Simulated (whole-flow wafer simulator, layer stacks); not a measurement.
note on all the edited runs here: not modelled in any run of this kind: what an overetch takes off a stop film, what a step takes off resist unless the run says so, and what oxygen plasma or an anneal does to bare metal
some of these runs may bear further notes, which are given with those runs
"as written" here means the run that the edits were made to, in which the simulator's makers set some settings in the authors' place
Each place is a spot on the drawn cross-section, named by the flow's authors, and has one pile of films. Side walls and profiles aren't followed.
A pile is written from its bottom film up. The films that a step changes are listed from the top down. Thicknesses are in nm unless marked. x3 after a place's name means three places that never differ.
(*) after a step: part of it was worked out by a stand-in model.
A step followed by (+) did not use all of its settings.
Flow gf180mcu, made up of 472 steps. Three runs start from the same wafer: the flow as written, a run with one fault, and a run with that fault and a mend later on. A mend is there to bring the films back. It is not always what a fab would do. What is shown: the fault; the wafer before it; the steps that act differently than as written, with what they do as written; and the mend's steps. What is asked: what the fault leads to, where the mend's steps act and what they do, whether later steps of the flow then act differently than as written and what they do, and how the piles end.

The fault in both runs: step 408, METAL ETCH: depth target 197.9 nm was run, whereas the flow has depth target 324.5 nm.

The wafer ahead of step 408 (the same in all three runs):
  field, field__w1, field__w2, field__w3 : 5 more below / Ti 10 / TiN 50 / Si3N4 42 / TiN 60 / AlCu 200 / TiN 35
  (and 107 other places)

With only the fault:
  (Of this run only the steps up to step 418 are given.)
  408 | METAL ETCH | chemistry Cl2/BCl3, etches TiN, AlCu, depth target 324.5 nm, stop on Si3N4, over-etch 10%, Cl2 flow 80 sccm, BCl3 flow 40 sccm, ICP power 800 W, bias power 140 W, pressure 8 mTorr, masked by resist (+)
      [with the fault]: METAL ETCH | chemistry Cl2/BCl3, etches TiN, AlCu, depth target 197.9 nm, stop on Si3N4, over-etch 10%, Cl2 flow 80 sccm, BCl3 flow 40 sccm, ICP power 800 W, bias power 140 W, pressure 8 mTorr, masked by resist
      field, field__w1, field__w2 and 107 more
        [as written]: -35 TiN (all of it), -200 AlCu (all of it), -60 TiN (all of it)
        [with the fault]: -35 TiN (all of it), -162.9 AlCu
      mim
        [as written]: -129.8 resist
        [with the fault]: -79.2 resist
  Later steps of the flow acting differently than as written (not shown: 1 more step that differs only slightly, by at most 2% or 0.5 nm, whichever is larger):
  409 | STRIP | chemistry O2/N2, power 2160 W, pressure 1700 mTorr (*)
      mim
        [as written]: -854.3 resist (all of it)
        [with the fault]: -905 resist (all of it)
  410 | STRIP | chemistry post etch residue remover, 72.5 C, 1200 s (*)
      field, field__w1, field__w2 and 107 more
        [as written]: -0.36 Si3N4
        [with the fault]: -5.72 AlCu
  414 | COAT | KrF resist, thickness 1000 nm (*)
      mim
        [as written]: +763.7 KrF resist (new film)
        [with the fault]: +834.8 KrF resist (new film)
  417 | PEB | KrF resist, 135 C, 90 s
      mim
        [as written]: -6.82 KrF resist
        [with the fault]: -7.95 KrF resist
  Once step 418 is done, the piles at field, field__w1, field__w2 and 109 more depart from the flow's by more than 2% or 0.5 nm, whichever is larger.
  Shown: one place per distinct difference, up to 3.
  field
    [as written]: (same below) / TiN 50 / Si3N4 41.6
    [with the fault]: (same below) / TiN 50 / Si3N4 42 / TiN 60 / AlCu 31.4
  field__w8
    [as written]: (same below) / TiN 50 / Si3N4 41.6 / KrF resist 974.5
    [with the fault]: (same below) / TiN 50 / Si3N4 42 / TiN 60 / AlCu 31.4 / KrF resist 974.5
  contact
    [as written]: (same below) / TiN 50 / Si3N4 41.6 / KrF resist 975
    [with the fault]: (same below) / TiN 50 / Si3N4 42 / TiN 60 / AlCu 31.4 / KrF resist 974.8

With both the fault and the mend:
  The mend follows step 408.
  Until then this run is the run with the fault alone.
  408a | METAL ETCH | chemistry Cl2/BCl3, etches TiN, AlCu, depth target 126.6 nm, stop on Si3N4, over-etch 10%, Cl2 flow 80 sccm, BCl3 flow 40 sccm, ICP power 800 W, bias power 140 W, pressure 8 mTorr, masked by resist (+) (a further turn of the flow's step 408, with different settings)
      field, field__w1, field__w2 and 107 more
        -37.1 AlCu (all of it), -60 TiN (all of it)
      mim
        -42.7 resist
  Every later step of the flow that is run acts as written, at every place that is followed, to within 2% or 0.5 nm, whichever is larger.
  At every place that both follow, the piles at the end match the flow's.
